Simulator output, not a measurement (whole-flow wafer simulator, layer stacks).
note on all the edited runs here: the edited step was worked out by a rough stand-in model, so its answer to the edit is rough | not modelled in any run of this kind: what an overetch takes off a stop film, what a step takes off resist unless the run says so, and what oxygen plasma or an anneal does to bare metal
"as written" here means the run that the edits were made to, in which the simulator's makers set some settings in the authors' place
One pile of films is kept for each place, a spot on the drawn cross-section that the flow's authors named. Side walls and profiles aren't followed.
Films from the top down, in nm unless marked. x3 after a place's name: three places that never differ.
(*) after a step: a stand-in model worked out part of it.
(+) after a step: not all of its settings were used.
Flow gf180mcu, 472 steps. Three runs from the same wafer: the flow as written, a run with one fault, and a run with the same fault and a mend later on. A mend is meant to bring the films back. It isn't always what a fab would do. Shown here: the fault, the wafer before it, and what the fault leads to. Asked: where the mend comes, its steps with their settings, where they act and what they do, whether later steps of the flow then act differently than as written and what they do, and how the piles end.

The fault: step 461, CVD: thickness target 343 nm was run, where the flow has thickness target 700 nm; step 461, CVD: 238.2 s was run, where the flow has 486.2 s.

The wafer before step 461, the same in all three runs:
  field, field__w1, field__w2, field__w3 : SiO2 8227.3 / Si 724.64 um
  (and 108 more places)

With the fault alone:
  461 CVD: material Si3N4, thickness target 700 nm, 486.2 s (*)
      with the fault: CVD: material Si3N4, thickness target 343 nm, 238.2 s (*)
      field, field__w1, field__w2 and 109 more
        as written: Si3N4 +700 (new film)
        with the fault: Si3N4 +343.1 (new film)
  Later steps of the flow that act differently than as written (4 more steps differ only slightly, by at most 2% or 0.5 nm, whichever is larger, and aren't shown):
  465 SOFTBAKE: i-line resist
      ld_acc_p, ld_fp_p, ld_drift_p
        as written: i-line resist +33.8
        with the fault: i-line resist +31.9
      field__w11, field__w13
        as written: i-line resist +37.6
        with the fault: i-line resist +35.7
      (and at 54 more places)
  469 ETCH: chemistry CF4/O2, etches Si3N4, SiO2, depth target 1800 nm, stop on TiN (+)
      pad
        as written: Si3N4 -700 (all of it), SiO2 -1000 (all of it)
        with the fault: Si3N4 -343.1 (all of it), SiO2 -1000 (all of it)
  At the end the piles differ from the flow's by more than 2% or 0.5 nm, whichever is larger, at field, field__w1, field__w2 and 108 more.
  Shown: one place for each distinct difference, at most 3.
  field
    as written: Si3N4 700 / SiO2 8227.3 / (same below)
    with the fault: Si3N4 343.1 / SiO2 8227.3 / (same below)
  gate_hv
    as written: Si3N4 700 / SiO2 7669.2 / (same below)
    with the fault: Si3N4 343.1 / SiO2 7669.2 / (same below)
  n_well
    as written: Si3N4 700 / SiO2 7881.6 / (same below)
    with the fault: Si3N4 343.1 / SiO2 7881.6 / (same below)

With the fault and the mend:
  The mend comes after step 468.
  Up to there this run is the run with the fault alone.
  468a STRIP: chemistry O2/N2, power 2160 W, pressure 1700 mTorr (*)
      iso_ptap_pw, iso_ntap_nw, iso_nw_fld and 33 more
        i-line resist -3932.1 (all of it)
      p_well, sti, spacer, sd_n, mim_1p0, dice_street
        i-line resist -3938 (all of it)
      field__w2, field__w3, field__w12
        i-line resist -3983.8 (all of it)
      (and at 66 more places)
  468b CVD: material Si3N4, thickness target 357 nm, 248 s (*) (the flow's step 461 once more, with other settings)
      field, field__w1, field__w2 and 109 more
        Si3N4 +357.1
  468c HMDS: 120 C, 60 s (the flow's step 463 once more)
      changes no film at any place that is followed
  468d COAT: i-line resist, thickness 4000 nm (*) (the flow's step 464 once more)
      iso_ptap_pw, iso_ntap_nw, iso_nw_fld and 33 more
        i-line resist +4000 (new film)
      field__w9, field__w13, sd_p_hv, gate_p_hv, nplus_u, npoly_u
        i-line resist +4017 (new film)
      p_well, sti, spacer, sd_n, mim_1p0, dice_street
        i-line resist +4006.3 (new film)
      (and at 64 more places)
  468e SOFTBAKE: i-line resist (the flow's step 465 once more)
      ld_acc_p, ld_fp_p, ld_drift_p
        i-line resist +33.8
      field__w2, field_sub__w4
        i-line resist +33.4
      field__w11, field__w13
        i-line resist +37.6
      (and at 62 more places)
  468f EXPOSE: photomask Pad (the flow's step 466 once more)
      changes no film at any place that is followed
  468g PEB: i-line resist, 115 C, 93.9 s (the flow's step 467 once more)
      iso_ptap_pw, iso_ntap_nw, iso_nw_fld and 33 more
        i-line resist -67.9
      field, field__w2, field__w3 and 25 more
        i-line resist -68.8
      field_sub, field_sub__w1, field_sub__w2 and 23 more
        i-line resist -68.7
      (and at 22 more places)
  468h DEVELOP: thickness 4000 nm (*) (the flow's step 468 once more)
      field__w5, field__w7, field__w13 and 13 more
        i-line resist -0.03
      pad
        i-line resist -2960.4 (all of it)
  No later step of the flow acts differently than as written, at any place that is followed, by more than 2% or 0.5 nm, whichever is larger.
  At the end the piles differ from the flow's only slightly at the places that both follow, by at most 2% or 0.5 nm, whichever is larger.
